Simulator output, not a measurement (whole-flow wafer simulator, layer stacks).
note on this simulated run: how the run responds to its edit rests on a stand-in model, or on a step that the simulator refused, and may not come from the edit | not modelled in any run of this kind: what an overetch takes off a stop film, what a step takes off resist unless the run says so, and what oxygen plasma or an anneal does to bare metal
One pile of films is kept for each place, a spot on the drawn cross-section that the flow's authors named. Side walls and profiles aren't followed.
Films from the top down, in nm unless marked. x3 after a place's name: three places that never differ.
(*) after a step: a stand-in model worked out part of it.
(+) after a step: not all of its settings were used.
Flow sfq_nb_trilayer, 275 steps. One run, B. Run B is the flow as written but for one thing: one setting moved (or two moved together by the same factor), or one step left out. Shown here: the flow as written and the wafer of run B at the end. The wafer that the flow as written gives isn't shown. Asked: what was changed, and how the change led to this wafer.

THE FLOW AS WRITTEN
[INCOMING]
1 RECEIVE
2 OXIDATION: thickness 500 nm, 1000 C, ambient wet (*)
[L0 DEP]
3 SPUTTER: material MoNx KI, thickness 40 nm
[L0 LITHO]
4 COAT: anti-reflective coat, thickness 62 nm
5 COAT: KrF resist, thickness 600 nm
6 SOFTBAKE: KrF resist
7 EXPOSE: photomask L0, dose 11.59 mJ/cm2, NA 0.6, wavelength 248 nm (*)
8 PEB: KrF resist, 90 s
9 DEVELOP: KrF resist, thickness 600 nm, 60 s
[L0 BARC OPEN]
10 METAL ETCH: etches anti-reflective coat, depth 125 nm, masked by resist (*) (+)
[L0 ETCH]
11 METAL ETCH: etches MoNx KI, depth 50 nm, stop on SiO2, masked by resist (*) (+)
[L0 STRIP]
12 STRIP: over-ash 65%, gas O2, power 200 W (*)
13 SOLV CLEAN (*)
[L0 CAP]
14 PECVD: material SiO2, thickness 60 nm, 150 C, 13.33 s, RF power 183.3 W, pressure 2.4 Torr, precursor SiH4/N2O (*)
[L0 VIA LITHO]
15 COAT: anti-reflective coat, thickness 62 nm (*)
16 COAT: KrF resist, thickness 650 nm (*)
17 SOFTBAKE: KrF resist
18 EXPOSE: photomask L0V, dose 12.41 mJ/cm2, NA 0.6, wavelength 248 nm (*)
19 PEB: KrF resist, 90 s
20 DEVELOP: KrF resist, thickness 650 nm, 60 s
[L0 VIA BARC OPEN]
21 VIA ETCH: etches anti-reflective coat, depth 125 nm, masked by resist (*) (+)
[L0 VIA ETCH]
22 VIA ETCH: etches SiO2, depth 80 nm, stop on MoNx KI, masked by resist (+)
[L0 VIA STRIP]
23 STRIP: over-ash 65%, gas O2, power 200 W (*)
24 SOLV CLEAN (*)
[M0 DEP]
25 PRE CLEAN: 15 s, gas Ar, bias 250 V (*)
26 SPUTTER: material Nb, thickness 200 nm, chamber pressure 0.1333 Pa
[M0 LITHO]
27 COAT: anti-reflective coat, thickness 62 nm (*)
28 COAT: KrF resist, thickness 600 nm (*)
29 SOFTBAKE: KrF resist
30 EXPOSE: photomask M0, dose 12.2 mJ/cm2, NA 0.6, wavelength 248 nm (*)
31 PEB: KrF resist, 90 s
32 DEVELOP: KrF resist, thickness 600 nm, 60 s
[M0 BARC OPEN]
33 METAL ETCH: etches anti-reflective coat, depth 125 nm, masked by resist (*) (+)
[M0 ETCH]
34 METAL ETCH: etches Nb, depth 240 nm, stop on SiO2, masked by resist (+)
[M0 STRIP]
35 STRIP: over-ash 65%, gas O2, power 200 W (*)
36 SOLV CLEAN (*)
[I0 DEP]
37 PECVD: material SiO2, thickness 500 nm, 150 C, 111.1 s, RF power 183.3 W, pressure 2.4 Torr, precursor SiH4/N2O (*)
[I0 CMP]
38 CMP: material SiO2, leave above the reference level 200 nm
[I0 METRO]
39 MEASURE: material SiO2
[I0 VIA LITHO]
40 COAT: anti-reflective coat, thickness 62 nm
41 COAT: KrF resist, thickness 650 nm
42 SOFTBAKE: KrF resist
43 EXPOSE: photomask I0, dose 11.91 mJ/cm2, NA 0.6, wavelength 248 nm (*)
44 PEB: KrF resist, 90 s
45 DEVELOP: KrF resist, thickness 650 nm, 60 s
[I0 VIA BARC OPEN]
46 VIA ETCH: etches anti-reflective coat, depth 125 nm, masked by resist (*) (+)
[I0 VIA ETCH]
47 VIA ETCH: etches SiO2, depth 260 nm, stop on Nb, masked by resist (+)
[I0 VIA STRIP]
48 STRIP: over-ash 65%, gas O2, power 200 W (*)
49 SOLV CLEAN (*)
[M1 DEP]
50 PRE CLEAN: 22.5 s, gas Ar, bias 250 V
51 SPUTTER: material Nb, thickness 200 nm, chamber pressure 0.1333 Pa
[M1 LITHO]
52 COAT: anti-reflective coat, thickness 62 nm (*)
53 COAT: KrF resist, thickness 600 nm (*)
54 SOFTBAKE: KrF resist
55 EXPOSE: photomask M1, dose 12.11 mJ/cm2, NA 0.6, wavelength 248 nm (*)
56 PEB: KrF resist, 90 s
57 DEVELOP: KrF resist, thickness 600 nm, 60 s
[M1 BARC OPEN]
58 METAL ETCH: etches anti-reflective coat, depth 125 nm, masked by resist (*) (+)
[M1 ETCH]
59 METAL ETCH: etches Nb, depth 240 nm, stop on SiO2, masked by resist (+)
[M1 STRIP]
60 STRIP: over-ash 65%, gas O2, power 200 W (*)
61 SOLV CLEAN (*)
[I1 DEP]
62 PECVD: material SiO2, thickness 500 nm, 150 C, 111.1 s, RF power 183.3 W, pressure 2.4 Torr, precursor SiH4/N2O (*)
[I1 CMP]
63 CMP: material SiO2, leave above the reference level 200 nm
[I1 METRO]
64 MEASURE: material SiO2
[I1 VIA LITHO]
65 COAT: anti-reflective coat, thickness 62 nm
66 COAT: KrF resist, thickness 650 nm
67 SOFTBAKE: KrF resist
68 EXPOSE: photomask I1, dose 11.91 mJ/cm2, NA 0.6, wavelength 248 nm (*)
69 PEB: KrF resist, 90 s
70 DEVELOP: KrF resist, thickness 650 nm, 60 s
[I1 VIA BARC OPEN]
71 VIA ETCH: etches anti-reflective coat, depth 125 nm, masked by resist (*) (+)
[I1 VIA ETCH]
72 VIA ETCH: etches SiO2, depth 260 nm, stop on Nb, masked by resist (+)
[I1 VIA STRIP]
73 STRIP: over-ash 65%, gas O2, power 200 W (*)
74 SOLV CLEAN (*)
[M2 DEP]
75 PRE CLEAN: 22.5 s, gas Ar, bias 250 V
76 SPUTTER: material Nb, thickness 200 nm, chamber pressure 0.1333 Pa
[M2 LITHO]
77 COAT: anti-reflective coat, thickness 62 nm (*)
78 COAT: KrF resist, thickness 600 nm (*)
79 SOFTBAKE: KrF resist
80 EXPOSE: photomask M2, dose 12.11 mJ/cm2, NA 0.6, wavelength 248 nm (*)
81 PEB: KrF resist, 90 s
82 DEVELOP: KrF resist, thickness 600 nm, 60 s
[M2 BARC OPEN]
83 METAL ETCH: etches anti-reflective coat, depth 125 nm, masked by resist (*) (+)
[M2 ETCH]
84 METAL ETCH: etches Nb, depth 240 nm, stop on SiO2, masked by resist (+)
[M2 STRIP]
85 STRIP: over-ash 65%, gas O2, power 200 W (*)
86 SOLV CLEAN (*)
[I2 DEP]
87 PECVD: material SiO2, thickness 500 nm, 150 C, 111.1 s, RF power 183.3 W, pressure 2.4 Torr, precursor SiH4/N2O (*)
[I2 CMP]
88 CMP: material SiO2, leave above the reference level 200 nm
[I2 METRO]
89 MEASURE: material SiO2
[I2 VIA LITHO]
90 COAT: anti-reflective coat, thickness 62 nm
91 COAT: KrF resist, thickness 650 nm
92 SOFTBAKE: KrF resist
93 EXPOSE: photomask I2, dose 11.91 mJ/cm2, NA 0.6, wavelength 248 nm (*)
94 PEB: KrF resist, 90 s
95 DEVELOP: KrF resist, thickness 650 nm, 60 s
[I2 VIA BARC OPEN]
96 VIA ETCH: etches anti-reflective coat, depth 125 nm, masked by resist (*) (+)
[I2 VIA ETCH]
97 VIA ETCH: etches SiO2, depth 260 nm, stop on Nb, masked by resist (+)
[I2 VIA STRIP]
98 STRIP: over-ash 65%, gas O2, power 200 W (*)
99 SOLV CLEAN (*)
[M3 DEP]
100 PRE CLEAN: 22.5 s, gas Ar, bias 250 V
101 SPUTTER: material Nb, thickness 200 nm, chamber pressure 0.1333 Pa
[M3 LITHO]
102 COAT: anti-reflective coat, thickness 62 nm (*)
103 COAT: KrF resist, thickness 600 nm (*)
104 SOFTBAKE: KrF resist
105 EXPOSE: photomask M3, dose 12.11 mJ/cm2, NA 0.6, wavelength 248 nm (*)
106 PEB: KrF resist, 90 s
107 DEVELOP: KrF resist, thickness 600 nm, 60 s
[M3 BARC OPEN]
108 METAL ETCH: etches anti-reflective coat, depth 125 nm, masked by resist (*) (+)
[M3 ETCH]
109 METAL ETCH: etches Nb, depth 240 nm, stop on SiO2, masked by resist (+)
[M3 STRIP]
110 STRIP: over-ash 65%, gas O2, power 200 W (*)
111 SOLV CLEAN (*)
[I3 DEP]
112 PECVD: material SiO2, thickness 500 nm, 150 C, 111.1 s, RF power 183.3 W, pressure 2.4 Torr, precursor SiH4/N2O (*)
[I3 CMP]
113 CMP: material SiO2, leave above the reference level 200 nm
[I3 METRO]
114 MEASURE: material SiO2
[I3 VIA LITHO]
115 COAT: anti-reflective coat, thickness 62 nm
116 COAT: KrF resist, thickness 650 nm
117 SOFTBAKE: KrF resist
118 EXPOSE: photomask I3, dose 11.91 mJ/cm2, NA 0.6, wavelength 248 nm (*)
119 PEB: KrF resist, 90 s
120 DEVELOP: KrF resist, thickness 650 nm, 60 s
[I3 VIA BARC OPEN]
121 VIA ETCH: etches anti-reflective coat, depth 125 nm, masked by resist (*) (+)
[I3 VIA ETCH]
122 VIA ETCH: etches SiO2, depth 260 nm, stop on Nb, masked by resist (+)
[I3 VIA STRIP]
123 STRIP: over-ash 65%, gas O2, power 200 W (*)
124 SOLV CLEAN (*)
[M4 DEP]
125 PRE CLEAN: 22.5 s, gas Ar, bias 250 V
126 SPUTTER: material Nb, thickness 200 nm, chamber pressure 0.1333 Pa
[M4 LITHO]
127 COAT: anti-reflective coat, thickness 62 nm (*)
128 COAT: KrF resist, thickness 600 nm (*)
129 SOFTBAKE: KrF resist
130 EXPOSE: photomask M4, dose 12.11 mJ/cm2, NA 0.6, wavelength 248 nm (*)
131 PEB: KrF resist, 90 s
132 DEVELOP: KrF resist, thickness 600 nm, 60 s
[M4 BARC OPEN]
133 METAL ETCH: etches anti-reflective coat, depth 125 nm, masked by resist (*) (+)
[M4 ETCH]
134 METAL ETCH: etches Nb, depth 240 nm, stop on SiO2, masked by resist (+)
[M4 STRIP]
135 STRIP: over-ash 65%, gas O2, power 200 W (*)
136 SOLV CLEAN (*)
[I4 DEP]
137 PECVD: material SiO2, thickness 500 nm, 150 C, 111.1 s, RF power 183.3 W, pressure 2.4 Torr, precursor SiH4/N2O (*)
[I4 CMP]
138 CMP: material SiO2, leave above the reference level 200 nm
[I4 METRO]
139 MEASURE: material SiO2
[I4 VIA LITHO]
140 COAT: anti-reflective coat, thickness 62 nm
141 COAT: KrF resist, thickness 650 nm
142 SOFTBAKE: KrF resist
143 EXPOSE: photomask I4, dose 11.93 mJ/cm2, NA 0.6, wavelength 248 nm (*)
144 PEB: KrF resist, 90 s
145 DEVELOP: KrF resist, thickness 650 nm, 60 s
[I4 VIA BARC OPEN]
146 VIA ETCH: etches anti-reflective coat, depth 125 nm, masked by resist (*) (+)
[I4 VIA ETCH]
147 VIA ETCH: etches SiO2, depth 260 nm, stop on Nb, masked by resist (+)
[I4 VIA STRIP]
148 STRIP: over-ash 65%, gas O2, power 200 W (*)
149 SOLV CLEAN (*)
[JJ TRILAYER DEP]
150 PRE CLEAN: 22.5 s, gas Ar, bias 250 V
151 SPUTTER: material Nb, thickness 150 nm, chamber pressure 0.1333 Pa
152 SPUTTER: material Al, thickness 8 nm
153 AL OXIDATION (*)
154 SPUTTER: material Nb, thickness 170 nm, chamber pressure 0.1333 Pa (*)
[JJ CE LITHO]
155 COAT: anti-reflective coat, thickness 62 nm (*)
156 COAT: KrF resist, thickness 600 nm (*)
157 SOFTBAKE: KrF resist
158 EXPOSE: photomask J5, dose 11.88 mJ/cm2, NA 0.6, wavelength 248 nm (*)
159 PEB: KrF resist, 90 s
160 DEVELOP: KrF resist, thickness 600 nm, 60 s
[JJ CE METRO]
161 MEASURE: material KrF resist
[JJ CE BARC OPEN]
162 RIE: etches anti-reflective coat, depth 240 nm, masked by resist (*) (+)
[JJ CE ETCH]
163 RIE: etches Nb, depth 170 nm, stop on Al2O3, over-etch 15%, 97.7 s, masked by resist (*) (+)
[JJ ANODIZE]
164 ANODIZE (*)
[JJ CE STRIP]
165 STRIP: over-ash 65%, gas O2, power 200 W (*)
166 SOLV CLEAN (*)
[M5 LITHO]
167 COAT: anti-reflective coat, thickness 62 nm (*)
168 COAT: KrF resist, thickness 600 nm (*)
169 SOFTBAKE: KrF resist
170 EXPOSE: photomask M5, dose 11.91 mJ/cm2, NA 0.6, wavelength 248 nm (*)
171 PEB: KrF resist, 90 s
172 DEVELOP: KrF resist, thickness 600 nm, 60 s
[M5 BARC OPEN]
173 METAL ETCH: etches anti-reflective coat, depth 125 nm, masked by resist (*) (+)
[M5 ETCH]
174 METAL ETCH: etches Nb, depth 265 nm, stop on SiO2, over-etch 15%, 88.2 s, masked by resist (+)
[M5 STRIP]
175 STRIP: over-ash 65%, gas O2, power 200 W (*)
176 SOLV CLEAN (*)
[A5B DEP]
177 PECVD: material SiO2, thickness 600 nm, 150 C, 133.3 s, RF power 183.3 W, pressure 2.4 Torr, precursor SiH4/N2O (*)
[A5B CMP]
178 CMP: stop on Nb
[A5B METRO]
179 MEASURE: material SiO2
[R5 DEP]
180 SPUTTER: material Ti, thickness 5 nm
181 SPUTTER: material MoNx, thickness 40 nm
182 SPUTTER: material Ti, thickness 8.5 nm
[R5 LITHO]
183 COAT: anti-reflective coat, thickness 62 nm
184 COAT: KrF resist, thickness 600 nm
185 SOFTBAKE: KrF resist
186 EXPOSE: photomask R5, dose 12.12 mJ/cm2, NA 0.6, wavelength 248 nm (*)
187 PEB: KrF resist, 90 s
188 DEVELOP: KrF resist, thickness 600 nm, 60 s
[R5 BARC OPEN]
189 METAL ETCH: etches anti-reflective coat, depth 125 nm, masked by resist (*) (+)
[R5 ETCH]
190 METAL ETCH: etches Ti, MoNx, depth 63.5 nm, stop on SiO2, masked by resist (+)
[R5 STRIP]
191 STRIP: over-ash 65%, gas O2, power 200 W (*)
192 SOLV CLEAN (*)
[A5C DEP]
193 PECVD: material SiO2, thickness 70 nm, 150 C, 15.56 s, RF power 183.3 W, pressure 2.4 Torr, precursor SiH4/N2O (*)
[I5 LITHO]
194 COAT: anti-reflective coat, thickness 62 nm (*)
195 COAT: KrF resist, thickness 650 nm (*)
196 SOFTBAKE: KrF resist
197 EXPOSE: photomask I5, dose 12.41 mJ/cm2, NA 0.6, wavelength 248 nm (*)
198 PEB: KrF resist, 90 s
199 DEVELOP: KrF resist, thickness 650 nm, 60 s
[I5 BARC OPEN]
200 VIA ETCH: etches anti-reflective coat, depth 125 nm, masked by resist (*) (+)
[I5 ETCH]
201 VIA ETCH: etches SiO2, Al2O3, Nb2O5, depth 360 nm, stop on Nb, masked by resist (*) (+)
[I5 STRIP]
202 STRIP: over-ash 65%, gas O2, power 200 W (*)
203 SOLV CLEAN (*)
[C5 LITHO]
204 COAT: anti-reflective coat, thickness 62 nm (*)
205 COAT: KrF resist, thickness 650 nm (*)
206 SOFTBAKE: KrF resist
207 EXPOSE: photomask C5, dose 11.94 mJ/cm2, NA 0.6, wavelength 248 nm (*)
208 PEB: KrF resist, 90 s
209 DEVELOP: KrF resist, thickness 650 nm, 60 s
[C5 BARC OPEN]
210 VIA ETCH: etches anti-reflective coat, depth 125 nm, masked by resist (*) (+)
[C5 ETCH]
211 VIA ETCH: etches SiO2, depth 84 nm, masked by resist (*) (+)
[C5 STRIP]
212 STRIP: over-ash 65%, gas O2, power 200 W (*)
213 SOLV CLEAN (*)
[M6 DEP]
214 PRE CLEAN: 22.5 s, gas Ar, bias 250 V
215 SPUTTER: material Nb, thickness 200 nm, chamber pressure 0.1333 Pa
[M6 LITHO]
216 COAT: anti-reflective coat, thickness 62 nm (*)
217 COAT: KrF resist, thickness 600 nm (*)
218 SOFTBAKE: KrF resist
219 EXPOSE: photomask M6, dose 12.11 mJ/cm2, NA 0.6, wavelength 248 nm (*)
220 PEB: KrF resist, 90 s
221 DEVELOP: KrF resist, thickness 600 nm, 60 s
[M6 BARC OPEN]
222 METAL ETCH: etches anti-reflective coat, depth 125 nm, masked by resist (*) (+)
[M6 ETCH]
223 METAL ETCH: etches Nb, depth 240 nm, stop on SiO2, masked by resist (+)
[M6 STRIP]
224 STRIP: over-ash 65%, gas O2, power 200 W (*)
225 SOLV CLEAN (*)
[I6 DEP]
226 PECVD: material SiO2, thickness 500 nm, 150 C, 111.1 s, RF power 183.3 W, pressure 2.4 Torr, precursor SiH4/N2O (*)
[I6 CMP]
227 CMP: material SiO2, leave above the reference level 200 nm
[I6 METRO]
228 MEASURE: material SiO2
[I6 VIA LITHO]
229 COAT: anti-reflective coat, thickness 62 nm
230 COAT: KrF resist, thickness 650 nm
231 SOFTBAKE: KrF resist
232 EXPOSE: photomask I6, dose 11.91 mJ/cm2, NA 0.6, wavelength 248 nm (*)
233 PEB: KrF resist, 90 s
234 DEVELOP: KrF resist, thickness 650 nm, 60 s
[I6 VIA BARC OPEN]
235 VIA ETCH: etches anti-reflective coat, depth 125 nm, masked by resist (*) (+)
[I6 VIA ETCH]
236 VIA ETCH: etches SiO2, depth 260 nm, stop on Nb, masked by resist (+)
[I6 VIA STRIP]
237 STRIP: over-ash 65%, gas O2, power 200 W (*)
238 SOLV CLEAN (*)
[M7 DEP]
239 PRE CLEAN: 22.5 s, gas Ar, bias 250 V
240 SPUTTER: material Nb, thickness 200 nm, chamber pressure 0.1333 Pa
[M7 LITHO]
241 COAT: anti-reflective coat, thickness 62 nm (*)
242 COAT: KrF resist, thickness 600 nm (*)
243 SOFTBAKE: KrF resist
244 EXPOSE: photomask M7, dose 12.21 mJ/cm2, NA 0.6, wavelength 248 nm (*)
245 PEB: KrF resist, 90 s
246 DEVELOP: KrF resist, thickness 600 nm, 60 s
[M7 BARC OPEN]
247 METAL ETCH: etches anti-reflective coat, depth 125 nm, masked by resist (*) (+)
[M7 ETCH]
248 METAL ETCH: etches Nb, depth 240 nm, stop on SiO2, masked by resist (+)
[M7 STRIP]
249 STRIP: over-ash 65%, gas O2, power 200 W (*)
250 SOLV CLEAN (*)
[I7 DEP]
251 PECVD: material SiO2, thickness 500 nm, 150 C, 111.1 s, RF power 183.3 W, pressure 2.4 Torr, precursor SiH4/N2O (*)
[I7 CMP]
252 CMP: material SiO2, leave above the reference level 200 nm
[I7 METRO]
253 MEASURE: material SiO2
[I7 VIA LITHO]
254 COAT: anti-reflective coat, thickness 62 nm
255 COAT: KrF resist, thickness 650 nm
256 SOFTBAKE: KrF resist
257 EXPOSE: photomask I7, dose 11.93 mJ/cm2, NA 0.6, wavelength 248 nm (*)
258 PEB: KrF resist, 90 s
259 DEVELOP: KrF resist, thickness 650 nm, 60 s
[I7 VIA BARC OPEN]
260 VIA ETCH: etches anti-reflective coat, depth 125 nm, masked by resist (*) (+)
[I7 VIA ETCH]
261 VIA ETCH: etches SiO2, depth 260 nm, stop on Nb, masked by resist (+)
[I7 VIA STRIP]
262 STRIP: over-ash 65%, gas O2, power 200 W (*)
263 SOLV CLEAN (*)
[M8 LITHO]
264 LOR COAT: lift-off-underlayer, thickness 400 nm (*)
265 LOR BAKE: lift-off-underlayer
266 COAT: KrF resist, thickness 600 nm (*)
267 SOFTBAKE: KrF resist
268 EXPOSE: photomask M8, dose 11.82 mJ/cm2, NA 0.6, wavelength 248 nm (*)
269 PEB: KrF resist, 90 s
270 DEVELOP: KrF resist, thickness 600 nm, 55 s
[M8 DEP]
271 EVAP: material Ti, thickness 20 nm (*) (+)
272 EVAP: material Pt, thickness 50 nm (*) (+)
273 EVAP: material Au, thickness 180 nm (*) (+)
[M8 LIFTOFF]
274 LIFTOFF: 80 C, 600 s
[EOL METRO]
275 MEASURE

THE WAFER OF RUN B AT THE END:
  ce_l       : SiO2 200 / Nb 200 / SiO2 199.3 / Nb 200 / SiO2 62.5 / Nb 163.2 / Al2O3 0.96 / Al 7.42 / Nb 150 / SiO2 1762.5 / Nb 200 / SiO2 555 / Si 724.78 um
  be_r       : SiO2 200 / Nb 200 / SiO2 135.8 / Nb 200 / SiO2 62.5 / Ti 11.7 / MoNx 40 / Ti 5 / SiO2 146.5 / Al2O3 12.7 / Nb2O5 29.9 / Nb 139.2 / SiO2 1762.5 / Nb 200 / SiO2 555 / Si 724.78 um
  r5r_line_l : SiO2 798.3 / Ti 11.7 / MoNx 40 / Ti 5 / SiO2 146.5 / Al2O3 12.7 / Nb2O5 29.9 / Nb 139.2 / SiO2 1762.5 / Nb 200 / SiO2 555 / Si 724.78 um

The cause: step 182, SPUTTER: thickness 11.7 nm was run, where the flow has thickness 8.5 nm.
It can be read off the wafer: be_r has Ti 11.7, and step 182 as written asks for 8.5 nm.

How the change led to this, step by step:
  182 SPUTTER: material Ti, thickness 8.5 nm
      field_l, v_sur, via_wl and 103 more: Ti +11.7 (new film) (as written it would be: Ti +8.5 (new film))
  190 METAL ETCH: etches Ti, MoNx, depth 63.5 nm, stop on SiO2, masked by resist (+)
      field_l, v_sur, via_wl and 92 more: Ti -11.7 (all of it), MoNx -40 (all of it), Ti -5 (all of it) (as written it would be: Ti -8.5 (all of it), MoNx -40 (all of it), Ti -5 (all of it))
      ce_l, c5j, ce_r, wl_jj: Ti -11.7 (all of it), MoNx -40 (all of it), Ti -5 (all of it), Nb -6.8 (as written it would be: Ti -8.5 (all of it), MoNx -40 (all of it), Ti -5 (all of it), Nb -10)
  194 COAT: anti-reflective coat, thickness 62 nm (*)
      ce_l: anti-reflective coat +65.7 (new film) (as written it would be: anti-reflective coat +67.2 (new film))
      ce_r: anti-reflective coat +66.6 (new film) (as written it would be: anti-reflective coat +68.1 (new film))
  202 STRIP: over-ash 65%, gas O2, power 200 W (*)
      ce_l: KrF resist -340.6 (all of it), anti-reflective coat -65.7 (all of it) (as written it would be: KrF resist -341.5 (all of it), anti-reflective coat -67.2 (all of it))
      ce_r: KrF resist -345.6 (all of it), anti-reflective coat -66.6 (all of it) (as written it would be: KrF resist -346.1 (all of it), anti-reflective coat -68.1 (all of it))
  204 COAT: anti-reflective coat, thickness 62 nm (*)
      ce_l: anti-reflective coat +64.6 (new film) (as written it would be: anti-reflective coat +66 (new film))
      ce_r: anti-reflective coat +65.7 (new film) (as written it would be: anti-reflective coat +67.2 (new film))
  212 STRIP: over-ash 65%, gas O2, power 200 W (*)
      ce_l: KrF resist -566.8 (all of it), anti-reflective coat -64.6 (all of it) (as written it would be: KrF resist -567.4 (all of it), anti-reflective coat -66 (all of it))
      ce_r: KrF resist -573.5 (all of it), anti-reflective coat -65.7 (all of it) (as written it would be: KrF resist -573.7 (all of it), anti-reflective coat -67.2 (all of it))
  216 COAT: anti-reflective coat, thickness 62 nm (*)
      ce_l: anti-reflective coat +47 (new film) (as written it would be: anti-reflective coat +48 (new film))
      ce_r: anti-reflective coat +47.8 (new film) (as written it would be: anti-reflective coat +48.8 (new film))
      (and at 1 more place)
  224 STRIP: over-ash 65%, gas O2, power 200 W (*)
      ce_l: KrF resist -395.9 (all of it), anti-reflective coat -47 (all of it) (as written it would be: KrF resist -397.1 (all of it), anti-reflective coat -48 (all of it))
      ce_r: KrF resist -402.7 (all of it), anti-reflective coat -47.8 (all of it) (as written it would be: KrF resist -403.5 (all of it), anti-reflective coat -48.8 (all of it))
      (and at 1 more place)
  227 CMP: material SiO2, leave above the reference level 200 nm
      r5r_line_l, r5r_spacepad_l, r5r_spacepad_r, r5r_line_c, r5r_line_r: SiO2 -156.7 (as written it would be: SiO2 -153.5)
